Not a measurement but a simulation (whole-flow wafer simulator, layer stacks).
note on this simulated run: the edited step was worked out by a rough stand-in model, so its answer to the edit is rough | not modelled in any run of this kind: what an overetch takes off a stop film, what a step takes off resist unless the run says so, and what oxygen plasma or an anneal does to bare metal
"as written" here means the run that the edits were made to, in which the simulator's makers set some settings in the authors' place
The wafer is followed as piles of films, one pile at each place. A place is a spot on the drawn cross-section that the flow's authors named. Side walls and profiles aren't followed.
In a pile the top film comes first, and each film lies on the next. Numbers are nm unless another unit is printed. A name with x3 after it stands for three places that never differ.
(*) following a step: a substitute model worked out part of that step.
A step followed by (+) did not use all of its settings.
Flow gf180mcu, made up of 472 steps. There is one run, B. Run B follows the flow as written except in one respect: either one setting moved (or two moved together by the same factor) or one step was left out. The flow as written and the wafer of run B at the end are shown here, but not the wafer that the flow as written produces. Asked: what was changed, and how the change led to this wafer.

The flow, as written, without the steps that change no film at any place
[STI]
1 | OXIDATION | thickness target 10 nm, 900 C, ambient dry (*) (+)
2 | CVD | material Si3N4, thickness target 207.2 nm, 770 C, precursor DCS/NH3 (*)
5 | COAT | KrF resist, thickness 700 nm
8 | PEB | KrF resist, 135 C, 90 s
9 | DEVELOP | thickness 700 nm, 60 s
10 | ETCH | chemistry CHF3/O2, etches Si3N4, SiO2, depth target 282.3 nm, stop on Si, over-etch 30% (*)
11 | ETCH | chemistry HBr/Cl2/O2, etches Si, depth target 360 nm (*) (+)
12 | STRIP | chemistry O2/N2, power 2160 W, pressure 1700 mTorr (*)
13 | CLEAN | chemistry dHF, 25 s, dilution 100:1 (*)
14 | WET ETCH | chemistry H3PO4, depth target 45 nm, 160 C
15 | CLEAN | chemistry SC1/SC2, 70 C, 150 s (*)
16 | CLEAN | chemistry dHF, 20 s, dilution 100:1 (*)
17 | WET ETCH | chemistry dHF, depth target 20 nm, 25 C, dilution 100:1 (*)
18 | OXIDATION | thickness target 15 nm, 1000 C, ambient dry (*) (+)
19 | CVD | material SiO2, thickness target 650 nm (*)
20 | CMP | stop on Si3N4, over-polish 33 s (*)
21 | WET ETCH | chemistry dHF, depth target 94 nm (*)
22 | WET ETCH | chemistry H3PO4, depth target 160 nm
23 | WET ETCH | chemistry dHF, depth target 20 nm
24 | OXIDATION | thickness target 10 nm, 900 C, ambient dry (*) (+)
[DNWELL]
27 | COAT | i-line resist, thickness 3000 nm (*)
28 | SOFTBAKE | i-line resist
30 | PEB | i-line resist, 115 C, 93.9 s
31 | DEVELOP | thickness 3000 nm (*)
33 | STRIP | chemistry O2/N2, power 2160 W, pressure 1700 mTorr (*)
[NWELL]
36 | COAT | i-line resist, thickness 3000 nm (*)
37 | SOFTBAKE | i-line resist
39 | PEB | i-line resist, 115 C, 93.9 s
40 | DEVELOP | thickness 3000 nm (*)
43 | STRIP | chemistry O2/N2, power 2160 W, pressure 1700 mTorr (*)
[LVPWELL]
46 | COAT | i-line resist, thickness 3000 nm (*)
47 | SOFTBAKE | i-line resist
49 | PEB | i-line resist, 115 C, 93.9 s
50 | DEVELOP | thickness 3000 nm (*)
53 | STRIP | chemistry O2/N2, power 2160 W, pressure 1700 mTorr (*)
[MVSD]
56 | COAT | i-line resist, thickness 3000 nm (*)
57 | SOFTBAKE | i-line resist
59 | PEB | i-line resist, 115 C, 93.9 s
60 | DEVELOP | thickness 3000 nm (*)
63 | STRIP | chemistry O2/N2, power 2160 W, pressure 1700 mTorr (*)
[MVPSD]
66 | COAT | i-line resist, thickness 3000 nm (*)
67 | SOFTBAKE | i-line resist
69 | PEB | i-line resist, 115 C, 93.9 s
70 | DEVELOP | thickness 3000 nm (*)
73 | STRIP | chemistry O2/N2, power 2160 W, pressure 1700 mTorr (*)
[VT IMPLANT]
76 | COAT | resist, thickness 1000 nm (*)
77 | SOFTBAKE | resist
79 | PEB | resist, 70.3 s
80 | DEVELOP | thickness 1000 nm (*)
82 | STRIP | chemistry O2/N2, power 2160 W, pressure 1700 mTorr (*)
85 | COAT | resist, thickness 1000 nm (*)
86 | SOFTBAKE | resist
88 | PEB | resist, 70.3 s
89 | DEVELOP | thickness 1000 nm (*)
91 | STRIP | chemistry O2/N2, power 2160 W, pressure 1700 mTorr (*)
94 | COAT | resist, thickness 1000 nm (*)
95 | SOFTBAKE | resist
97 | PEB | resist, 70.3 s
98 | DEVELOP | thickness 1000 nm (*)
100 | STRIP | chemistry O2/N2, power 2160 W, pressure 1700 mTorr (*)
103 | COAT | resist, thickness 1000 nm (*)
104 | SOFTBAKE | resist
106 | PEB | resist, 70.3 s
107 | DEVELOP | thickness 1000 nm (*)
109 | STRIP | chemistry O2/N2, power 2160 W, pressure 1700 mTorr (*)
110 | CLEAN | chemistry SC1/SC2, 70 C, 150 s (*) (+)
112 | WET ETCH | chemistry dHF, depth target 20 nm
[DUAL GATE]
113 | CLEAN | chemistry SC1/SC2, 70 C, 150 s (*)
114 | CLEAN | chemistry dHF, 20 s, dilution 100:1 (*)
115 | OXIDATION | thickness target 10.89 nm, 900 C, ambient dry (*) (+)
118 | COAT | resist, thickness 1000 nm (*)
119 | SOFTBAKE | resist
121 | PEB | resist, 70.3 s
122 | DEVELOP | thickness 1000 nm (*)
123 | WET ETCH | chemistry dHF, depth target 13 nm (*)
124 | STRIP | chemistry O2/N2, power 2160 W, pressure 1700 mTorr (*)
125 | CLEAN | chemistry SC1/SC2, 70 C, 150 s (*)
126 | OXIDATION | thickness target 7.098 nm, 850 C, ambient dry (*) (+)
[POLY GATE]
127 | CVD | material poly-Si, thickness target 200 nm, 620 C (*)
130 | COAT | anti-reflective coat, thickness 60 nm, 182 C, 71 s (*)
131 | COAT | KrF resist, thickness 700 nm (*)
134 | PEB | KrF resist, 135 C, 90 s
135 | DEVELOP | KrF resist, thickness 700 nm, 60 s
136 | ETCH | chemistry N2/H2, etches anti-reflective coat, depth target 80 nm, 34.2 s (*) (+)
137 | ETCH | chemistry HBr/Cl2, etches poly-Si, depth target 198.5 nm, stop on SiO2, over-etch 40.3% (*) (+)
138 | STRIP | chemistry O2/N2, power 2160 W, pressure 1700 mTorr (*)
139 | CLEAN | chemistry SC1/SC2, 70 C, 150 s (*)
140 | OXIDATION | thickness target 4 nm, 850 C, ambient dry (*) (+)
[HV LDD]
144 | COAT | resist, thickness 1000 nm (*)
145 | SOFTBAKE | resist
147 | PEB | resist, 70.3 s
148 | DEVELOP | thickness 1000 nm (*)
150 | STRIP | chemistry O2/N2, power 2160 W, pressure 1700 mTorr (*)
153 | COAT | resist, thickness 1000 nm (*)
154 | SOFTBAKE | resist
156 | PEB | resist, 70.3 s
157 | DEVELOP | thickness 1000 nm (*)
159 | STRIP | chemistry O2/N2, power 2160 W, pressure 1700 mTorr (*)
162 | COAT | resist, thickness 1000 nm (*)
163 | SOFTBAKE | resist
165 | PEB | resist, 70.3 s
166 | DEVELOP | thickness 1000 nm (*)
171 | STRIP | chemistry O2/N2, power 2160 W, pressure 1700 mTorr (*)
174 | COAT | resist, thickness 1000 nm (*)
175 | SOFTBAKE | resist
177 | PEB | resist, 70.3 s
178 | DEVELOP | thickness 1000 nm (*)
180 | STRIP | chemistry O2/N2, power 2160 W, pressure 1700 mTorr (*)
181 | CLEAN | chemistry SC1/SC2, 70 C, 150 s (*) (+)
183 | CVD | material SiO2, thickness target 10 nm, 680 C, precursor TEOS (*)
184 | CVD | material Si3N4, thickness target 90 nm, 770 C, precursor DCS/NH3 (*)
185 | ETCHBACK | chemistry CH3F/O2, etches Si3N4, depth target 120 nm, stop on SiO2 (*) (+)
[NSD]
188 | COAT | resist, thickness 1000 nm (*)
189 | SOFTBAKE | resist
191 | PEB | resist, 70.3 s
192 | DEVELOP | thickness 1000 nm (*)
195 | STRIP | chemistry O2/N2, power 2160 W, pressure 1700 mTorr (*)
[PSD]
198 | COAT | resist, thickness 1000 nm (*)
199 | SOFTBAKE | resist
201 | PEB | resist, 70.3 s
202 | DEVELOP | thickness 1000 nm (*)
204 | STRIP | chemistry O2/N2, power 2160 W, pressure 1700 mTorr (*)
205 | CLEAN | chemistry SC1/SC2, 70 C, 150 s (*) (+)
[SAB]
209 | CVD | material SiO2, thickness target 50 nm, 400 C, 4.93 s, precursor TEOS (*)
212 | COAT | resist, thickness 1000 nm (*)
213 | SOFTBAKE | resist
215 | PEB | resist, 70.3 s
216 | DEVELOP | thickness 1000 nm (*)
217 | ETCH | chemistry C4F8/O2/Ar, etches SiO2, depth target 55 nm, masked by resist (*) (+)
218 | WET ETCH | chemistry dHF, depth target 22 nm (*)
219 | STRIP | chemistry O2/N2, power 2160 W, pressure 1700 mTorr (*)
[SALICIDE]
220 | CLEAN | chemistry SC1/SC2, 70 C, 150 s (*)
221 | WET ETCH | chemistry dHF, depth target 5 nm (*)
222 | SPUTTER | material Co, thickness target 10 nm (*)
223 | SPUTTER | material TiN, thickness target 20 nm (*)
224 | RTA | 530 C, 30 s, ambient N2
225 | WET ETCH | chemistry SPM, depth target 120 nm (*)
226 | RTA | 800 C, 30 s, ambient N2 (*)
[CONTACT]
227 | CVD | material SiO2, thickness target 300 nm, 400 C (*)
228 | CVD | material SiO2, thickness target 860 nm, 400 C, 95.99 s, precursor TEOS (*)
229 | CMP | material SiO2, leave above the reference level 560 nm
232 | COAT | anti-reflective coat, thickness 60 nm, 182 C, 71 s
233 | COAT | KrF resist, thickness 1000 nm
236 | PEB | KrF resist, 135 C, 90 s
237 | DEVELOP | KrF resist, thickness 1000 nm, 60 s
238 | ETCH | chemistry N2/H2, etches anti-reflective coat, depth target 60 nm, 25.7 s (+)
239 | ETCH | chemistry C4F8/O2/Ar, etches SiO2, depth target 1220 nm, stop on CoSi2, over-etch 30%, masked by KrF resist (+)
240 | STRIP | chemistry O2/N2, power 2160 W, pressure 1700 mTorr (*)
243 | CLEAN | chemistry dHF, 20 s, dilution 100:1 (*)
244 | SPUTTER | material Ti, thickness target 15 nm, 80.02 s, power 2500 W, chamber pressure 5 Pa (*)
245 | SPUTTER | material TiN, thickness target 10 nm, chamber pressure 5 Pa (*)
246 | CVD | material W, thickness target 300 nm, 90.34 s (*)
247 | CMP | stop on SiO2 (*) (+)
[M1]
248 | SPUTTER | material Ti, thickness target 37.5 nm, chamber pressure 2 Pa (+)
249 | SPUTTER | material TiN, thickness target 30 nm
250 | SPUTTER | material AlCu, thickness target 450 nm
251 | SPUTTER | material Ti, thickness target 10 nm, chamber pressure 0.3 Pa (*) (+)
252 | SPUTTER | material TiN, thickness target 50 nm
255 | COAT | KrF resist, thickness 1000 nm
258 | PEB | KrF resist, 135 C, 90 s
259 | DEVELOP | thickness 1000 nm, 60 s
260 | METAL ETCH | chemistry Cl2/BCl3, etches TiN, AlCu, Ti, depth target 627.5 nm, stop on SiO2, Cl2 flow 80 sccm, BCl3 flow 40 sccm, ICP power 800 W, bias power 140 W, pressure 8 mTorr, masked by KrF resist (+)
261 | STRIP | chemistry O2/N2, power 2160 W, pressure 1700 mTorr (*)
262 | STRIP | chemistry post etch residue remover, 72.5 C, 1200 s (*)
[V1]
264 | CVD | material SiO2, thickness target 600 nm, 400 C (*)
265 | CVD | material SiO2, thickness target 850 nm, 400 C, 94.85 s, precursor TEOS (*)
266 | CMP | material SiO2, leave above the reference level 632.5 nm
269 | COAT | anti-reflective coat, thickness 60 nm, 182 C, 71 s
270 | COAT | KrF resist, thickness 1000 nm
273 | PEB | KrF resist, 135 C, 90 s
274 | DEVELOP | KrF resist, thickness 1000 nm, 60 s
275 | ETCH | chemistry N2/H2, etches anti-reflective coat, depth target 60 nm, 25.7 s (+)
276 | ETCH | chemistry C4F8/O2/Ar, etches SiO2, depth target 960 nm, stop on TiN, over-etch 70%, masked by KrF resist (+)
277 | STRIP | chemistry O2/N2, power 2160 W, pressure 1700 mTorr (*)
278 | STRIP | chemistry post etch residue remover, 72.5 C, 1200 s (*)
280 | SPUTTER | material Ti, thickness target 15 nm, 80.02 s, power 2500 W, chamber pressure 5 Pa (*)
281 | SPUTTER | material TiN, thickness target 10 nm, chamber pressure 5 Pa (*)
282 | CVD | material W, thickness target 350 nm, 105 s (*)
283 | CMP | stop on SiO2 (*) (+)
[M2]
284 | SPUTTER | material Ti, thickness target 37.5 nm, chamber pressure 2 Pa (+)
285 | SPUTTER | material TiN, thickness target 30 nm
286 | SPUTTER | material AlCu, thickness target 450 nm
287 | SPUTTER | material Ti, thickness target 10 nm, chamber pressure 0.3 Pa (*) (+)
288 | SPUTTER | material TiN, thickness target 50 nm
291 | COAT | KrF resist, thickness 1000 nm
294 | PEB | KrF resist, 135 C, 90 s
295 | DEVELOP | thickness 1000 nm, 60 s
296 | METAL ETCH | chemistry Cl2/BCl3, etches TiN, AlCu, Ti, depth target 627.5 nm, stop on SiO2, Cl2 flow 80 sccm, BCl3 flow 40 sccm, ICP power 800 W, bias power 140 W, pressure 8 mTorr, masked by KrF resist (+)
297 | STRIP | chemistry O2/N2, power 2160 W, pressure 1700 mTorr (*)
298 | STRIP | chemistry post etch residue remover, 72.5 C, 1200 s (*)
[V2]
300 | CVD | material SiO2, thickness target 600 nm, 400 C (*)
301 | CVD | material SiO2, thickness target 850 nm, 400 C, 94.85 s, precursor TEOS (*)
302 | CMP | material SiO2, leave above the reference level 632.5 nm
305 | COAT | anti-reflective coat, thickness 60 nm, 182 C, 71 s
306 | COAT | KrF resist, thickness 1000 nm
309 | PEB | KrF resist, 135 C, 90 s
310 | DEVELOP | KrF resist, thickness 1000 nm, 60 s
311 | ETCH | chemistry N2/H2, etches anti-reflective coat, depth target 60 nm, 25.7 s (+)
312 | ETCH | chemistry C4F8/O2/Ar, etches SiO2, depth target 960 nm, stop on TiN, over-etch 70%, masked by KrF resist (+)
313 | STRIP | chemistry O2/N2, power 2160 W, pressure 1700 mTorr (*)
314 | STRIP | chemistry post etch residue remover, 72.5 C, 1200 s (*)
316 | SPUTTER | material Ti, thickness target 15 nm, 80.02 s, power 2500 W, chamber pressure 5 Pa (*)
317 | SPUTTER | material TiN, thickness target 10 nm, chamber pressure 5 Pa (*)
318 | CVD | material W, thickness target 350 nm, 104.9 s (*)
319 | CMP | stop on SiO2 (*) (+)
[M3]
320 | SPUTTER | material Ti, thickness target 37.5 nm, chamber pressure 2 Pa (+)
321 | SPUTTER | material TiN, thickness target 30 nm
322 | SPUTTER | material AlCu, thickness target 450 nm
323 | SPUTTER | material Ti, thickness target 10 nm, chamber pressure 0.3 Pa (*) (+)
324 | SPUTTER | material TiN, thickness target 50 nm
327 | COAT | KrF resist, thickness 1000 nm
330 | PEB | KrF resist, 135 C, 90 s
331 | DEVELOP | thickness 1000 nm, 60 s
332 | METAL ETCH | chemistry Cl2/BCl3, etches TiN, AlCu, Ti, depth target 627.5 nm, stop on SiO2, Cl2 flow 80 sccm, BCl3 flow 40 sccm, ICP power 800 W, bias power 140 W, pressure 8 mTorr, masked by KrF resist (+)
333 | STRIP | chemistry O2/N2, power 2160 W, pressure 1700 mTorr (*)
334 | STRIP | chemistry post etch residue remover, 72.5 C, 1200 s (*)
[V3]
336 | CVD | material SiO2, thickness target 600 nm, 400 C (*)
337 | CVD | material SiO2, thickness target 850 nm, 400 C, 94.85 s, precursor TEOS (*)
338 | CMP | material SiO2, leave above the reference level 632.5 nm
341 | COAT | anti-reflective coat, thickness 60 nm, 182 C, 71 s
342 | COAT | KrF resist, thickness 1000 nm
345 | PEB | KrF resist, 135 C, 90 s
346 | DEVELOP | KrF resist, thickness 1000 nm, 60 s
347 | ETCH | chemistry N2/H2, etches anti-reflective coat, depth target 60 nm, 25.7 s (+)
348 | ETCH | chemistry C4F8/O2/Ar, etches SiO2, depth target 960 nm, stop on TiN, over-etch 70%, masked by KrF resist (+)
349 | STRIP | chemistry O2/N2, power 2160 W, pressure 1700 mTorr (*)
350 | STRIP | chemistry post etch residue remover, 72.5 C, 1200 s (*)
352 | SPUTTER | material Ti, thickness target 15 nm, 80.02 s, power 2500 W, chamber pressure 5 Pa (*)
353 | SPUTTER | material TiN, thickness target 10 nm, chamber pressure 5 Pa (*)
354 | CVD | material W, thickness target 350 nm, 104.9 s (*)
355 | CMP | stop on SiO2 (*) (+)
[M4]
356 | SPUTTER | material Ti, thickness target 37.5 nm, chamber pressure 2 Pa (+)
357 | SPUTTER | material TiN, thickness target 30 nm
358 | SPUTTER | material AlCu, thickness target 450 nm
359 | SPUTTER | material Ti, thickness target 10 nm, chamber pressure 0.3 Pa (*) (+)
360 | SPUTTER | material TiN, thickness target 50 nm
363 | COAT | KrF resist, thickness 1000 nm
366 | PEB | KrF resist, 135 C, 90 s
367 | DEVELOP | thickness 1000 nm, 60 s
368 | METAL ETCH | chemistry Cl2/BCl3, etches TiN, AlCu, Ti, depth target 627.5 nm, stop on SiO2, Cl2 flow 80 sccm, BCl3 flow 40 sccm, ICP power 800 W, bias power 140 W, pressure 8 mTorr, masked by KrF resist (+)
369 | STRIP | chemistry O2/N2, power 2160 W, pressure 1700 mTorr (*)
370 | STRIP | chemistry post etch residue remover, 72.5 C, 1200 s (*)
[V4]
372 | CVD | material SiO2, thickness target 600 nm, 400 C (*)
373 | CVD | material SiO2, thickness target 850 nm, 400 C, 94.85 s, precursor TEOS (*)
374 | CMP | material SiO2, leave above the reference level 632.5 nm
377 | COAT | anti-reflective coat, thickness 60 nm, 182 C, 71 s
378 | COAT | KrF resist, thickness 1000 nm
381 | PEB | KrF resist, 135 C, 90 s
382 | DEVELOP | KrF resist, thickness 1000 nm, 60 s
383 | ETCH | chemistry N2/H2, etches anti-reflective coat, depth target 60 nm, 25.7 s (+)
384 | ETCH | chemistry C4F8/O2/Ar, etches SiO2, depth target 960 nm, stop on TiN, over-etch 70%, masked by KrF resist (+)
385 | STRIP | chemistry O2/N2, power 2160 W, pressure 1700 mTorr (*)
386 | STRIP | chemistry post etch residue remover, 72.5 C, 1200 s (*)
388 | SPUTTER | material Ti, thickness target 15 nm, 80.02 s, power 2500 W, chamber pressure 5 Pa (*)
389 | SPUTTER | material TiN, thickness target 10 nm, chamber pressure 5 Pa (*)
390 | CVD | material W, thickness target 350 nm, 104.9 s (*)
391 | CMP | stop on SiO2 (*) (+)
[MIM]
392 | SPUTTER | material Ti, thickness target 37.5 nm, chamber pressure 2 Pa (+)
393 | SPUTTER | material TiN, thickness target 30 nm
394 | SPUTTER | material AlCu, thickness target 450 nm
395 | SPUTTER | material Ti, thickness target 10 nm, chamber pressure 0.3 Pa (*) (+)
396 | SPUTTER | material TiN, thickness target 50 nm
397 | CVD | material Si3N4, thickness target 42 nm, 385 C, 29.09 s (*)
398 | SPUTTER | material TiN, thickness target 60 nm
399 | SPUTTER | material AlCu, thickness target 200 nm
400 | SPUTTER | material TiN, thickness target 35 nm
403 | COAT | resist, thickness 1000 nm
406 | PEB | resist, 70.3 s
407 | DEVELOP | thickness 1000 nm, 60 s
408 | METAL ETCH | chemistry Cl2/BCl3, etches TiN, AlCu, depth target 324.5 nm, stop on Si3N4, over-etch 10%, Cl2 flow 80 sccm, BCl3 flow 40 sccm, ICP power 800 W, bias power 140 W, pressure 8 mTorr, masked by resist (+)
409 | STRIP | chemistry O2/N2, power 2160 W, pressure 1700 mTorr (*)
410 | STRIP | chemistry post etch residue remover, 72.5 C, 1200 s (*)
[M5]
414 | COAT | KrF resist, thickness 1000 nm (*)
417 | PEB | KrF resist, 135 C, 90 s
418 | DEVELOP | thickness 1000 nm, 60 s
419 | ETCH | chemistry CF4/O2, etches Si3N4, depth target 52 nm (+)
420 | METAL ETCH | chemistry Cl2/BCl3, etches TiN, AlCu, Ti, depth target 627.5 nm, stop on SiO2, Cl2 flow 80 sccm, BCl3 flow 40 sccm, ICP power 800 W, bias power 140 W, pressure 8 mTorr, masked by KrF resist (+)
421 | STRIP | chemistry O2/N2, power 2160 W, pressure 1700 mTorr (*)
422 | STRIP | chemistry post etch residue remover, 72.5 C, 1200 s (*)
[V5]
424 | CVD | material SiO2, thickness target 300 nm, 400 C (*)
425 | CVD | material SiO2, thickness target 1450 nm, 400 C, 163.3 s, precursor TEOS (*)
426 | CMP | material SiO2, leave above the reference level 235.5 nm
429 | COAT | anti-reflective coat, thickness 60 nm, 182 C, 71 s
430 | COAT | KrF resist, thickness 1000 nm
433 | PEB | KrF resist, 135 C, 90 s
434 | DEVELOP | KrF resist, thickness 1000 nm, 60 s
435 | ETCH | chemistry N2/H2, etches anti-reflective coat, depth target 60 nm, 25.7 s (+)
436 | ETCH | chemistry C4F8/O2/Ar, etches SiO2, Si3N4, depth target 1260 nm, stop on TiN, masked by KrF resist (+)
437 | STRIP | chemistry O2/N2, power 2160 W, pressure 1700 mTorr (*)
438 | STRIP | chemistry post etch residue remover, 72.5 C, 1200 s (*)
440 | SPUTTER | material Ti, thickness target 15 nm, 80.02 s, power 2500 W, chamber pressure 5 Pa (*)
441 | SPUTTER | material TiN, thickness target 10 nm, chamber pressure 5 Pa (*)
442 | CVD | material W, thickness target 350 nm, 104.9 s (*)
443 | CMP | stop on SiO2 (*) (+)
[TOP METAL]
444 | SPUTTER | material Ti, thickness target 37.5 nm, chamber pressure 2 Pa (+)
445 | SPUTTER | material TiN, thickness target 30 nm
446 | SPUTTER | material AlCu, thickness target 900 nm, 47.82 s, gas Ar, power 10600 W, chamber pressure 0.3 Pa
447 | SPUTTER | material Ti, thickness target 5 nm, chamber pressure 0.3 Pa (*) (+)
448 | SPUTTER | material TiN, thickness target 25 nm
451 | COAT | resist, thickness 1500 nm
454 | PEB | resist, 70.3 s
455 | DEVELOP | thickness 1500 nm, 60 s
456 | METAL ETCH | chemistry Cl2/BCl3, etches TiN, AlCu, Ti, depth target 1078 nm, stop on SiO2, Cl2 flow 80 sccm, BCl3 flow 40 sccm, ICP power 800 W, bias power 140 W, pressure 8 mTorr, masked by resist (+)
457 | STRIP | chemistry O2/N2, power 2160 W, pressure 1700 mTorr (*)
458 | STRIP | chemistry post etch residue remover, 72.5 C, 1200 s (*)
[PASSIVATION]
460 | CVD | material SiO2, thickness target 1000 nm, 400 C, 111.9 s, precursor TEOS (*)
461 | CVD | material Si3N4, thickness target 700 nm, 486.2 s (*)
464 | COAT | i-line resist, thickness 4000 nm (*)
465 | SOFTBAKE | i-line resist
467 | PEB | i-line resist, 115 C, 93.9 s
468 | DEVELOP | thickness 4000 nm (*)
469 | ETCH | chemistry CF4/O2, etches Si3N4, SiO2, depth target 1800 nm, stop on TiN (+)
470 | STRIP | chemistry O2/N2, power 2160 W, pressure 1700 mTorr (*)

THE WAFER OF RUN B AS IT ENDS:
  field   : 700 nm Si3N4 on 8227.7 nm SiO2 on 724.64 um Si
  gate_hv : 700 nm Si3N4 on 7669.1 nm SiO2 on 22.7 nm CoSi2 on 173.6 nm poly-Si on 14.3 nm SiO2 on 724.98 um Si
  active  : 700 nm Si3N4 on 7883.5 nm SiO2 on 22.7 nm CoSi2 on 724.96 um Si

The reason: step 222, SPUTTER: thickness target 6.5 nm was run, whereas the flow has thickness target 10 nm.

The path from the change to this, step by step:
  222 | SPUTTER | material Co, thickness target 10 nm (*)
      field, field__w7, field__w8 and 71 more: +6.5 Co (new film) (it would be, as written: +10 Co (new film))
      field__w2, mim: +5.62 Co (new film) (it would be, as written: +8.65 Co (new film))
      (also at 35 further places)
  224 | RTA | 530 C, 30 s, ambient N2
      gate, gate_hv, gate_p and 22 more: under 1 film: +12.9 CoSi (new film), -6.5 Co (all of it), -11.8 poly-Si (it would be, as written: under 1 film: +19.9 CoSi (new film), -10 Co (all of it), -18.2 poly-Si)
      active, p_well, sd_n and 11 more: under 1 film: +12.9 CoSi (new film), -6.5 Co (all of it), -11.8 Si (it would be, as written: under 1 film: +19.9 CoSi (new film), -10 Co (all of it), -18.1 Si)
      (also at 10 further places)
  225 | WET ETCH | chemistry SPM, depth target 120 nm (*)
      field, field__w7, field__w8 and 32 more: -20 TiN (all of it), -6.5 Co (all of it) (it would be, as written: -20 TiN (all of it), -10 Co (all of it))
      field__w9, nw_enc_fld_lv__w3: -19.1 TiN (all of it), -6.24 Co (all of it) (it would be, as written: -19.1 TiN (all of it), -9.6 Co (all of it))
      (also at 25 further places)
  226 | RTA | 800 C, 30 s, ambient N2 (*)
      gate, gate_hv, gate_p and 22 more: +22.7 CoSi2 (new film), -12.9 CoSi (all of it), -11.8 poly-Si (it would be, as written: +35 CoSi2 (new film), -19.9 CoSi (all of it), -18.2 poly-Si)
      active, p_well, sd_n and 11 more: +22.7 CoSi2 (new film), -12.9 CoSi (all of it), -11.8 Si (it would be, as written: +35 CoSi2 (new film), -19.9 CoSi (all of it), -18.1 Si)
      (also at 10 further places)
